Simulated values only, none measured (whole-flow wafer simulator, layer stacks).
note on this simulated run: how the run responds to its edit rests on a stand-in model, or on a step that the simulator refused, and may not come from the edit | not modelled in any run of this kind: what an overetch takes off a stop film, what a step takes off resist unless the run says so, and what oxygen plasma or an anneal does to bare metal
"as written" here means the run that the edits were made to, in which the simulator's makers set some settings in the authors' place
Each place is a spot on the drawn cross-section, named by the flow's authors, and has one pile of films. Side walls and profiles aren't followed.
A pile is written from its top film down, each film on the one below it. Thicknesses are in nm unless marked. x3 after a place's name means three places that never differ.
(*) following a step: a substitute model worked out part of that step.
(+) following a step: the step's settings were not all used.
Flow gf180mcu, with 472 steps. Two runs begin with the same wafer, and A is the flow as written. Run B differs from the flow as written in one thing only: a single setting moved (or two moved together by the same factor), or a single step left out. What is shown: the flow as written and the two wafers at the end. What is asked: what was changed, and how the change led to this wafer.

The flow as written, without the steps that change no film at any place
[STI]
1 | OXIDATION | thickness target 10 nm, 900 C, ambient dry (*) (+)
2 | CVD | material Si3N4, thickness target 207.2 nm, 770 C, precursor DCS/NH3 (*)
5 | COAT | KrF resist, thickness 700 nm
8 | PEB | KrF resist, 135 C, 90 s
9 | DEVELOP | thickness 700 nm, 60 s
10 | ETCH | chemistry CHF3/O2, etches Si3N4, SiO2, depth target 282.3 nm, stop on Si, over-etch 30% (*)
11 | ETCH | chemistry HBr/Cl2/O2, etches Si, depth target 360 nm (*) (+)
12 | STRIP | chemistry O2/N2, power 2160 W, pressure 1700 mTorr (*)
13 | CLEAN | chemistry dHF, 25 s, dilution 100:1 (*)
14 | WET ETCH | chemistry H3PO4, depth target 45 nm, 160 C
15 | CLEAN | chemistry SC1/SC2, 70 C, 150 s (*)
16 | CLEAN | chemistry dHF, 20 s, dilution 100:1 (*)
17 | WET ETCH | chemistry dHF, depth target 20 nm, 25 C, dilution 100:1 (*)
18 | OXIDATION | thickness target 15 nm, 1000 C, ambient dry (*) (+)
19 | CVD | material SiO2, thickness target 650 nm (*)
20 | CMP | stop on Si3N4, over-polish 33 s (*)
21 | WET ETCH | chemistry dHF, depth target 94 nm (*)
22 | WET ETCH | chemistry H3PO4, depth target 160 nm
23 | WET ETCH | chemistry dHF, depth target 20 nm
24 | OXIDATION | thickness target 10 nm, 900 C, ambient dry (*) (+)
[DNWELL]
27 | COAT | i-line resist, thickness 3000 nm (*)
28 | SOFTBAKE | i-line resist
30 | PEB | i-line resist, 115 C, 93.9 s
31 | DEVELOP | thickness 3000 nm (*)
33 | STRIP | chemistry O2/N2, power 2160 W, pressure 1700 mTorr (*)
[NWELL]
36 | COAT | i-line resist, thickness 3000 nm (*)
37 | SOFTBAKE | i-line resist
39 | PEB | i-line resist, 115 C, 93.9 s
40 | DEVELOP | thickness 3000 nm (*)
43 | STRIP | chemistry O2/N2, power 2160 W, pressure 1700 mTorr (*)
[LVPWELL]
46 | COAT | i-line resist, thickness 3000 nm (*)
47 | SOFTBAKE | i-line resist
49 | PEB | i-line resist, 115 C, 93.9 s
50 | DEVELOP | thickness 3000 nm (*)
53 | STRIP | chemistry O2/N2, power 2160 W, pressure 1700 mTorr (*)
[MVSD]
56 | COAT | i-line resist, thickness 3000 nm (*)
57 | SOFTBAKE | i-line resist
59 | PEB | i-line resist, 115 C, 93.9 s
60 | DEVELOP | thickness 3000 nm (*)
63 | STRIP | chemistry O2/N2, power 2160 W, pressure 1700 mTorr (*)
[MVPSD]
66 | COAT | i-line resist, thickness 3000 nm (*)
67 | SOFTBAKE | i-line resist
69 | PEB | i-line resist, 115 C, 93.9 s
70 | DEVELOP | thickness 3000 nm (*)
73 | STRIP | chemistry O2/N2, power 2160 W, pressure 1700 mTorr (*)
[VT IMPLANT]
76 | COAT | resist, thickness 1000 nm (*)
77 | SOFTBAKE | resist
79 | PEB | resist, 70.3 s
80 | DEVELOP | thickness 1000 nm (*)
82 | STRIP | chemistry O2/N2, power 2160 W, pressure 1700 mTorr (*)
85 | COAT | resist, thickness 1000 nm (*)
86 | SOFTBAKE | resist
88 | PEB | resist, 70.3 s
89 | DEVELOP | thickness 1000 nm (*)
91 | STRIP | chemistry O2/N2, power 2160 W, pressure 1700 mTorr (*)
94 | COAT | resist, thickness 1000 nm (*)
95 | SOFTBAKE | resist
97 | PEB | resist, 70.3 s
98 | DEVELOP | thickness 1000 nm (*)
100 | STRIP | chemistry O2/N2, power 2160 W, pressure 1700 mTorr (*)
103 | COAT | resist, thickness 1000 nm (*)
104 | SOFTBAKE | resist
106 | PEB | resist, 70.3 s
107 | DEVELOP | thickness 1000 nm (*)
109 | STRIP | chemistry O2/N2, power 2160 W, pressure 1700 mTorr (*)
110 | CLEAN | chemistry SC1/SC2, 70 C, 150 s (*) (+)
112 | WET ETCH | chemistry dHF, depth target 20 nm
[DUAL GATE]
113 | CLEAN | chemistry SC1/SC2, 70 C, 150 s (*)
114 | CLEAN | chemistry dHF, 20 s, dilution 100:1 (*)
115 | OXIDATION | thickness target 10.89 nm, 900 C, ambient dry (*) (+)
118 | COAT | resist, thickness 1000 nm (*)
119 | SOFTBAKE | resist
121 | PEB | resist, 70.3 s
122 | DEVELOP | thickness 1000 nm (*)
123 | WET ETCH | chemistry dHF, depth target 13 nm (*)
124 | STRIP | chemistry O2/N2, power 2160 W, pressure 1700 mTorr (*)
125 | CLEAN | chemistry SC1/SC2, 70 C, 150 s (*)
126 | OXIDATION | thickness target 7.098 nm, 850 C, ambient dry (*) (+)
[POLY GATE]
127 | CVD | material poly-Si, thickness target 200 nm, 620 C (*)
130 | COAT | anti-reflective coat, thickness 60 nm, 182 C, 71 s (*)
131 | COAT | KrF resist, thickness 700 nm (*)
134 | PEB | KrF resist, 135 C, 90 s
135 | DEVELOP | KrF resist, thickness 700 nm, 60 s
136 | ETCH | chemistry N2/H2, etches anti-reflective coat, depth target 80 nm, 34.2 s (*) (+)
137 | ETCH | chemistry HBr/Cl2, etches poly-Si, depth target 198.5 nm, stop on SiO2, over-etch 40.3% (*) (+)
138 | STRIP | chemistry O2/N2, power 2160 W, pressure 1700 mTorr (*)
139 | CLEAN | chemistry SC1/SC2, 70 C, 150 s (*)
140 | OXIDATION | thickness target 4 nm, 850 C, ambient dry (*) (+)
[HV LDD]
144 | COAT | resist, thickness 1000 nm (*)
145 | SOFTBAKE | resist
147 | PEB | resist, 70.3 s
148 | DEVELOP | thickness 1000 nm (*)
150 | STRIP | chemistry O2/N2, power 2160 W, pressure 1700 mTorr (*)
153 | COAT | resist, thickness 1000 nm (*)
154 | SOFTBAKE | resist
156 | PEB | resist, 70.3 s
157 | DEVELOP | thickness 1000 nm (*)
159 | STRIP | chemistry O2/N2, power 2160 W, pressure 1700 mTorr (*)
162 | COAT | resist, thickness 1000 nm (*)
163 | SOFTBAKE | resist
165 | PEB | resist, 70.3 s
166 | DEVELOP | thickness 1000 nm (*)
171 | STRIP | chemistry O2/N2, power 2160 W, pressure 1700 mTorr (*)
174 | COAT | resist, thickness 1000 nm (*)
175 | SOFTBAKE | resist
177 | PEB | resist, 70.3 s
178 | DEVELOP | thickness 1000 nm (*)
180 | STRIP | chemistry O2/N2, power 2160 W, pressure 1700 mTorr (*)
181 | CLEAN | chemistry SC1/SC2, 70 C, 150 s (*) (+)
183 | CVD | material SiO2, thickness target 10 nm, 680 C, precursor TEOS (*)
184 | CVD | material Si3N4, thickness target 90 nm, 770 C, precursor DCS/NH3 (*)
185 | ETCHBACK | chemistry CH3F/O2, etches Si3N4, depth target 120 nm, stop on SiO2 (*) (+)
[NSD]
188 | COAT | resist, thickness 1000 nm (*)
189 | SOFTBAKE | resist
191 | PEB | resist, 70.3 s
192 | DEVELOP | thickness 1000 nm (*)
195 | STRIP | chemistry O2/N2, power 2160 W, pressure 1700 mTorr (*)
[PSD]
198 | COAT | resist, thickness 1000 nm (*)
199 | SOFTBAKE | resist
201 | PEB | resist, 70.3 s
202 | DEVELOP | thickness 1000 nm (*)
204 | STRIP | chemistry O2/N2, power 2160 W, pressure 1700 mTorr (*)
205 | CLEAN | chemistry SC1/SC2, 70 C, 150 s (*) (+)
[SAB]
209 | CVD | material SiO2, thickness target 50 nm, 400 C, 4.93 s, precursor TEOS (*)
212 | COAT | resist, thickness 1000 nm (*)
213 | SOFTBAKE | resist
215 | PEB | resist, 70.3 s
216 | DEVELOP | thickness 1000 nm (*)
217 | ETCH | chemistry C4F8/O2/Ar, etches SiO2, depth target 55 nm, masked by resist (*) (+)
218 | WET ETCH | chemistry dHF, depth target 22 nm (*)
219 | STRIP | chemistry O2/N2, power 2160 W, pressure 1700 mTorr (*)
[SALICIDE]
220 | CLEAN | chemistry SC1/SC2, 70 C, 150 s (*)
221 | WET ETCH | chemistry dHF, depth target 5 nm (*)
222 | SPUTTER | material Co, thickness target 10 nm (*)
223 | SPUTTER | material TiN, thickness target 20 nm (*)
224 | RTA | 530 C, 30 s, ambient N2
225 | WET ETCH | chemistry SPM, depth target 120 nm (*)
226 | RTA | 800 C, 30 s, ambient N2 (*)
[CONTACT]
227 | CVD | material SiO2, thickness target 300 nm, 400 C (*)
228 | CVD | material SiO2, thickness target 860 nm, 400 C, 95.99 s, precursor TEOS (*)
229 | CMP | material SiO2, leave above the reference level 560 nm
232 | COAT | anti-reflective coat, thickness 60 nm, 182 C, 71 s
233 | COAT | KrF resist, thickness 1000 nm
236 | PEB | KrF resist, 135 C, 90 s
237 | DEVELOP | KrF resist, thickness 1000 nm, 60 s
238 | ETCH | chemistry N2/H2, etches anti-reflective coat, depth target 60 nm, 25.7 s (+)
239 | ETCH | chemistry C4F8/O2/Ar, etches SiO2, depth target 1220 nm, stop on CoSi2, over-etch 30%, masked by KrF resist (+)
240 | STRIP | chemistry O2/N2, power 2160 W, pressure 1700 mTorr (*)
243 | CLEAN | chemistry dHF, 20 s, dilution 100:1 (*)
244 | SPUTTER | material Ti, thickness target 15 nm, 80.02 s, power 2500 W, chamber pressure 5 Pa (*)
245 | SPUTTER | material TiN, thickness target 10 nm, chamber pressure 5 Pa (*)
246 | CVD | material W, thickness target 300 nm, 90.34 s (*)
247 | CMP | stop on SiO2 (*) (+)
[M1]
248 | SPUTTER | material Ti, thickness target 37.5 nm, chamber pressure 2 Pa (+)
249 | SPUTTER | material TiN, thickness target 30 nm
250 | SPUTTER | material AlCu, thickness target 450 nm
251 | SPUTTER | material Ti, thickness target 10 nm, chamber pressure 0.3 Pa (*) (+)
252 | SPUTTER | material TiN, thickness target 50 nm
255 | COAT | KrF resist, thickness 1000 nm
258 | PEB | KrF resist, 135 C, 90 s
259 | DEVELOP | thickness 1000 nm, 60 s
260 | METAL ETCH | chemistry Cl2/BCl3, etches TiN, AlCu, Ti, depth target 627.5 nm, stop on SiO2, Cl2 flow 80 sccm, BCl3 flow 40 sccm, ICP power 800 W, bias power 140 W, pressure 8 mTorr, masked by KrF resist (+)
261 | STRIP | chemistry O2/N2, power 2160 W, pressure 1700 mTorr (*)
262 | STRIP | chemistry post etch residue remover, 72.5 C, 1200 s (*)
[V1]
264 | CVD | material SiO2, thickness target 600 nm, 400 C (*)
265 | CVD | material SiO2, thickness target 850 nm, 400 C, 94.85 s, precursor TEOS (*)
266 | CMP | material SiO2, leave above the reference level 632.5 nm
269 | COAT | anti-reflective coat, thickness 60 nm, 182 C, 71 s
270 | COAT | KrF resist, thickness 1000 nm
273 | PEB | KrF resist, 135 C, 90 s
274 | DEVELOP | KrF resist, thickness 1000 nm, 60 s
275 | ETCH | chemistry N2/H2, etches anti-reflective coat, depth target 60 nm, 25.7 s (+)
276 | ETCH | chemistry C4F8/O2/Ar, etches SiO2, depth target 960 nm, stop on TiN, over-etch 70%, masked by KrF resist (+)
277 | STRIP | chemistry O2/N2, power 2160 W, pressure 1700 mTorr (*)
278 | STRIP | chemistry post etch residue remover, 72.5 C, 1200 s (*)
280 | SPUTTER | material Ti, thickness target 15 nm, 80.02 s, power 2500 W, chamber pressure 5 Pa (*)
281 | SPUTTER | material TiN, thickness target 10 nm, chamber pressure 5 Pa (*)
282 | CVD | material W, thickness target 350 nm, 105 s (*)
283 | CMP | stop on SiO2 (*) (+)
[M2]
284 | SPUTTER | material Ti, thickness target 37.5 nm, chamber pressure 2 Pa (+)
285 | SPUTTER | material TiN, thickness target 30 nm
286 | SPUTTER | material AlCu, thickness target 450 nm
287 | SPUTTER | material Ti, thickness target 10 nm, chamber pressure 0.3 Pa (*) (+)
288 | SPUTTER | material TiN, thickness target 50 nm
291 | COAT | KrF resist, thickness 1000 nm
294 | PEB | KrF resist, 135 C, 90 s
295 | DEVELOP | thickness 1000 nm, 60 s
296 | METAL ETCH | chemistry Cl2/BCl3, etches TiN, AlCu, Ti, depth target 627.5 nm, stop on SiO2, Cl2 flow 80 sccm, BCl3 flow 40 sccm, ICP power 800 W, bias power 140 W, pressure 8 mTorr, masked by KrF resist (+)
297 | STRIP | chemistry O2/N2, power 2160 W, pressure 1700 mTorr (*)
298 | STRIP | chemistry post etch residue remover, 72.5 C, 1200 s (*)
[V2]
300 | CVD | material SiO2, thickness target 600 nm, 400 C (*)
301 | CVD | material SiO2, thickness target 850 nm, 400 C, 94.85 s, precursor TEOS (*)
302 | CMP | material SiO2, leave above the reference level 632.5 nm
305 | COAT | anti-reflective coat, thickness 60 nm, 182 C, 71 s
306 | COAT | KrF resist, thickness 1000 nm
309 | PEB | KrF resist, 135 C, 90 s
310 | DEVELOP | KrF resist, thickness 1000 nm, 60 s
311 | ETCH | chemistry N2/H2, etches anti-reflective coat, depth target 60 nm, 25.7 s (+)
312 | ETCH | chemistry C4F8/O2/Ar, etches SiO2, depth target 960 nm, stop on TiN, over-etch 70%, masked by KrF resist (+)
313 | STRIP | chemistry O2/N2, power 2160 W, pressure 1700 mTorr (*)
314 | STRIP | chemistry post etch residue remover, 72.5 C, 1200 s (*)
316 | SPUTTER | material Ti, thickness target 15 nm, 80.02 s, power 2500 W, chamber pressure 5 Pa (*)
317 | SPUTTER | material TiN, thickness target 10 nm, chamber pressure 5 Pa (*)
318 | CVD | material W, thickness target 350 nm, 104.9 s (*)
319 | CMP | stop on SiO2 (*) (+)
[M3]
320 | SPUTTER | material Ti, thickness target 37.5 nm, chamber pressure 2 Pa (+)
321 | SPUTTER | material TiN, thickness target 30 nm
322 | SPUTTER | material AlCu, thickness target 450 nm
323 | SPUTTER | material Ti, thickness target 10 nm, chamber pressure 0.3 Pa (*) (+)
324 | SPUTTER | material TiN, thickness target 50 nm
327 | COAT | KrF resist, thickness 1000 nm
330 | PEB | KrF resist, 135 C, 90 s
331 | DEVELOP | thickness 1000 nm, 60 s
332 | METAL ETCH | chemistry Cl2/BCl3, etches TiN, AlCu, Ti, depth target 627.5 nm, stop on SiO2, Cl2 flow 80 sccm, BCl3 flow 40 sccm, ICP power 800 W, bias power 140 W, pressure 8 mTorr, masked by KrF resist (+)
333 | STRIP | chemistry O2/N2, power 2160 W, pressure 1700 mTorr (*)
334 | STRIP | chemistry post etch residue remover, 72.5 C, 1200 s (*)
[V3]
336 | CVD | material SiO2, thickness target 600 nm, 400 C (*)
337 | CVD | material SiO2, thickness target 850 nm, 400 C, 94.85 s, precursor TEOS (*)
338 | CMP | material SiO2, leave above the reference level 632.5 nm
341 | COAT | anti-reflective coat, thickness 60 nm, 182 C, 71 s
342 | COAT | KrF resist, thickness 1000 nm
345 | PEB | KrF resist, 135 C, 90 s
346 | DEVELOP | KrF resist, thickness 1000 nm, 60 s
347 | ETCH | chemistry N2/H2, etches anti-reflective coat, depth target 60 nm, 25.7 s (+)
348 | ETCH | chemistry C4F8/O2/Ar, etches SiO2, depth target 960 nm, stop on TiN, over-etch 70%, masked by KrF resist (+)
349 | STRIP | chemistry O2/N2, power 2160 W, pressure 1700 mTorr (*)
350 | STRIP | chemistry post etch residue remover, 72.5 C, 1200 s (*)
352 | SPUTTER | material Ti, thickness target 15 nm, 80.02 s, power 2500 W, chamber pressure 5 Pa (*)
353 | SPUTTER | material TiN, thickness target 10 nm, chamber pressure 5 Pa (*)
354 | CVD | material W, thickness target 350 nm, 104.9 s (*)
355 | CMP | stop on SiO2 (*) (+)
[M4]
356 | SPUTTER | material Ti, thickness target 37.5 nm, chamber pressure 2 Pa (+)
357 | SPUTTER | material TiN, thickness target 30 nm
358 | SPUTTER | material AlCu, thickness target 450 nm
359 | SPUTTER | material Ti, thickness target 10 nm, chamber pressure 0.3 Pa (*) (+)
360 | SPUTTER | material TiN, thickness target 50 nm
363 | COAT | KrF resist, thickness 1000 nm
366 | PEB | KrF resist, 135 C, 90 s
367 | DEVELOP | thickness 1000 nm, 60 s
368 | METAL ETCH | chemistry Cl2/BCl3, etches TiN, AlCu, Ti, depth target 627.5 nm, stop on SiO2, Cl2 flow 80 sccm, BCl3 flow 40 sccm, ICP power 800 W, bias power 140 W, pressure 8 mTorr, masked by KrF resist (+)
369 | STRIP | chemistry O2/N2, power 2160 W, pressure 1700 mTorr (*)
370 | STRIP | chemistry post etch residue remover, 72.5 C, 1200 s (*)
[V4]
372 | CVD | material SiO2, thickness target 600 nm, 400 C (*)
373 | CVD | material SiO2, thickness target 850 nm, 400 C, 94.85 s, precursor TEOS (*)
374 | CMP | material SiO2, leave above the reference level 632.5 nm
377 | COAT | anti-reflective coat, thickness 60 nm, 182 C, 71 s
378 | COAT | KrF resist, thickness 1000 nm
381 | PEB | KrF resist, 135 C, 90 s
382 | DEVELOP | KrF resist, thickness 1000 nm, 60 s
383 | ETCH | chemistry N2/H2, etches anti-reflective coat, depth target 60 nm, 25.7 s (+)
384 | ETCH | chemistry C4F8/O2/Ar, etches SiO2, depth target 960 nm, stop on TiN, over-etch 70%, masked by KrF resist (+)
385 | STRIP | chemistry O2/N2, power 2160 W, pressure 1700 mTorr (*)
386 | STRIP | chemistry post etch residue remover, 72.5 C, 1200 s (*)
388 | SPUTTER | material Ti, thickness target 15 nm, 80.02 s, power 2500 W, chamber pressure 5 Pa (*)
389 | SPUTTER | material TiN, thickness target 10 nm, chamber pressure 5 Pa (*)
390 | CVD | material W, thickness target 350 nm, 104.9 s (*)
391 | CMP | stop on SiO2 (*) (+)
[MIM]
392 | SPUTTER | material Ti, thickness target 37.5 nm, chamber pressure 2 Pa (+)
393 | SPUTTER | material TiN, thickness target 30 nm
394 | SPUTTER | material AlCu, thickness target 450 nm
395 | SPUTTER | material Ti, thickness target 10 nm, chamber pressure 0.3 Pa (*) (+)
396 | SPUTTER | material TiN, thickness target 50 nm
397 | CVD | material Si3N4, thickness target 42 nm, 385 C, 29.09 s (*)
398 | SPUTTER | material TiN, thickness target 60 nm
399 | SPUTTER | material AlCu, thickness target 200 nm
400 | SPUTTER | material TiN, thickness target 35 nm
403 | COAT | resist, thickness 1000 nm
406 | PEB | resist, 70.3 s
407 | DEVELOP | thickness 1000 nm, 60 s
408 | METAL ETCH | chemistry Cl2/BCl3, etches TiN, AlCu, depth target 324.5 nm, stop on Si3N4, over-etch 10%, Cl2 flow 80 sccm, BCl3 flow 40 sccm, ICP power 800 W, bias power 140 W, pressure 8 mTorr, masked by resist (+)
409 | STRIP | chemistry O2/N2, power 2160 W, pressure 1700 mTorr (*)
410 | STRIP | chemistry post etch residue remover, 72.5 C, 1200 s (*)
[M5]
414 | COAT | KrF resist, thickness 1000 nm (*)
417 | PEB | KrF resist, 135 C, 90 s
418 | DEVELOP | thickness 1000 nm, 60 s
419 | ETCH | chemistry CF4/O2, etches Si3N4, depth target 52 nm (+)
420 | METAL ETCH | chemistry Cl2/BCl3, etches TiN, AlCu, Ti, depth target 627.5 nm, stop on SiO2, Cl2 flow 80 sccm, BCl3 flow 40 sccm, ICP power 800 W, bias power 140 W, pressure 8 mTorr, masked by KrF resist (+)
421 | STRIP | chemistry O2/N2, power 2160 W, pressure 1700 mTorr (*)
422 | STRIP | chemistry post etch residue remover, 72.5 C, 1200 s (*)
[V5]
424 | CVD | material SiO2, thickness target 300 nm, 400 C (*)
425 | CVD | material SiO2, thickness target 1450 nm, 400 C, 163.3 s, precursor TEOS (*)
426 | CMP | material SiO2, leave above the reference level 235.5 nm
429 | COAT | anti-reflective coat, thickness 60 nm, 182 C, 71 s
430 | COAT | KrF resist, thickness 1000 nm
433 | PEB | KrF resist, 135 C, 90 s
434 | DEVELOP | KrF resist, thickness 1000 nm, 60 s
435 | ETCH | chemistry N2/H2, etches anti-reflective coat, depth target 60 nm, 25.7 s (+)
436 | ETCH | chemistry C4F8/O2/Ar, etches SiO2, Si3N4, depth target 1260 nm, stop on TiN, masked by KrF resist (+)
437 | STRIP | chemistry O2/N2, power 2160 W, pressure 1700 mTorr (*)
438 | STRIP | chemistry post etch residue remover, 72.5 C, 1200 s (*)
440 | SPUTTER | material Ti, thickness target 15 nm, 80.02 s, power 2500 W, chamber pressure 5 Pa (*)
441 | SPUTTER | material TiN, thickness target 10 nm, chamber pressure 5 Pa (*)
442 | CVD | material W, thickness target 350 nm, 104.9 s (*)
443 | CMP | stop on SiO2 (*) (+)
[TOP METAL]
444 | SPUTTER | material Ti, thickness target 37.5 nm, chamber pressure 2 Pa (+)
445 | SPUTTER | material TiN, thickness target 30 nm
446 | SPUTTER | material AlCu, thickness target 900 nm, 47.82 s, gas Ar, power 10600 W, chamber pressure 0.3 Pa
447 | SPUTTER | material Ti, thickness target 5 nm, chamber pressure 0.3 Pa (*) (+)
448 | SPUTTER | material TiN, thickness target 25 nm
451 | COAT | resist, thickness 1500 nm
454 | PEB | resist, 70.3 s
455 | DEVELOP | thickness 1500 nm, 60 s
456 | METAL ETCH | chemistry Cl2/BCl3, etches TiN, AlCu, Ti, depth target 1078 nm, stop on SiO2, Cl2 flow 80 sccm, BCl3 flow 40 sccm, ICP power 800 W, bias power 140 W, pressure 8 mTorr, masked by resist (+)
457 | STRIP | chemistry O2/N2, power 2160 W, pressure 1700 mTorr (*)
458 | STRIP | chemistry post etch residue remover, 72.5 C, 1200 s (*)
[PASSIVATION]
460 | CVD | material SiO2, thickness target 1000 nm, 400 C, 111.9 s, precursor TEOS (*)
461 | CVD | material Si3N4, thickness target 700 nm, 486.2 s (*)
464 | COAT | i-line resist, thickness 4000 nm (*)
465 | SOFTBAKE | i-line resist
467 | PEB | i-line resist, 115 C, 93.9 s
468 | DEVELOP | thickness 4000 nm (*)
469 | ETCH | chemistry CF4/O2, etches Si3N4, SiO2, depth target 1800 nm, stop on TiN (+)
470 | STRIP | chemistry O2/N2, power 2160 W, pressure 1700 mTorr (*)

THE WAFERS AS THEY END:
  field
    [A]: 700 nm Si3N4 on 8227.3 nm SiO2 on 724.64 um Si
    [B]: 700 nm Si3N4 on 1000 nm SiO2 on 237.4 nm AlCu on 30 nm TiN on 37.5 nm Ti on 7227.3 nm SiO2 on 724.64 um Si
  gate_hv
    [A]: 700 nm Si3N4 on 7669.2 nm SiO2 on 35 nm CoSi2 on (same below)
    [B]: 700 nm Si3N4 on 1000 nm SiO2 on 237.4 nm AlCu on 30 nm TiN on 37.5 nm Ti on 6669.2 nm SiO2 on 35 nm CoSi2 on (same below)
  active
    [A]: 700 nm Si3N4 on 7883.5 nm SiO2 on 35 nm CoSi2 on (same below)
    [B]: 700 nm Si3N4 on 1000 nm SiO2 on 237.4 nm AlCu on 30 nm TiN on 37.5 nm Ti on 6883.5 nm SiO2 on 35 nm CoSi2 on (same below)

What caused this: step 446, SPUTTER: 68.14 s was run, though the flow has 47.82 s.

How this came from the change, step by step:
  446 | SPUTTER | material AlCu, thickness target 900 nm, 47.82 s, gas Ar, power 10600 W, chamber pressure 0.3 Pa
      field, field__w1, field__w2 and 109 more: A +900 AlCu (new film) | B +1290.6 AlCu (new film)
  456 | METAL ETCH | chemistry Cl2/BCl3, etches TiN, AlCu, Ti, depth target 1078 nm, stop on SiO2, Cl2 flow 80 sccm, BCl3 flow 40 sccm, ICP power 800 W, bias power 140 W, pressure 8 mTorr, masked by resist (+)
      field, field__w1, field__w2 and 103 more: A -25 TiN (all of it), -5 Ti (all of it), -900 AlCu (all of it), -30 TiN (all of it), -37.5 Ti (all of it) | B -25 TiN (all of it), -5 Ti (all of it), -1047.5 AlCu
  458 | STRIP | chemistry post etch residue remover, 72.5 C, 1200 s (*)
      field, field__w1, field__w2 and 103 more: A nothing | B -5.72 AlCu
  460 | CVD | material SiO2, thickness target 1000 nm, 400 C, 111.9 s, precursor TEOS (*)
      field, field__w1, field__w2 and 103 more: A +1000 SiO2 | B +1000 SiO2 (new film)
  464 | COAT | i-line resist, thickness 4000 nm (*)
      field__w8: A +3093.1 i-line resist (new film) | B +3018.1 i-line resist (new film)
      contact: A +3153.6 i-line resist (new film) | B +3059.2 i-line resist (new film)
      (also at 4 further places)
  465 | SOFTBAKE | i-line resist
      ld_acc_p, ld_fp_p, ld_drift_p: A +33.8 i-line resist | B +30.6 i-line resist
      field__w1: A -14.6 i-line resist | B -16 i-line resist
      (also at 56 further places)
  467 | PEB | i-line resist, 115 C, 93.9 s
      field__w8, m1__w1: A -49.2 i-line resist | B -47.6 i-line resist
      contact, m1: A -49.6 i-line resist | B -47.9 i-line resist
      (also at 2 further places)
  468 | DEVELOP | thickness 4000 nm (*)
      pad: A -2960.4 i-line resist (all of it) | B -2875.7 i-line resist (all of it)
  470 | STRIP | chemistry O2/N2, power 2160 W, pressure 1700 mTorr (*)
      field__w8: A -1775.9 i-line resist (all of it) | B -1694 i-line resist (all of it)
      contact: A -1798.3 i-line resist (all of it) | B -1709.2 i-line resist (all of it)
      (also at 3 further places)
With metal films that touch counted as one body, field has 1 body; the flow as written gives 0 bodies.
With metal films that touch counted as one body, gate_hv has 2 bodies (between them, from the top down: SiO2 6669.2); the flow as written gives 1 body.
With metal films that touch counted as one body, active has 2 bodies (between them, from the top down: SiO2 6883.5); the flow as written gives 1 body.
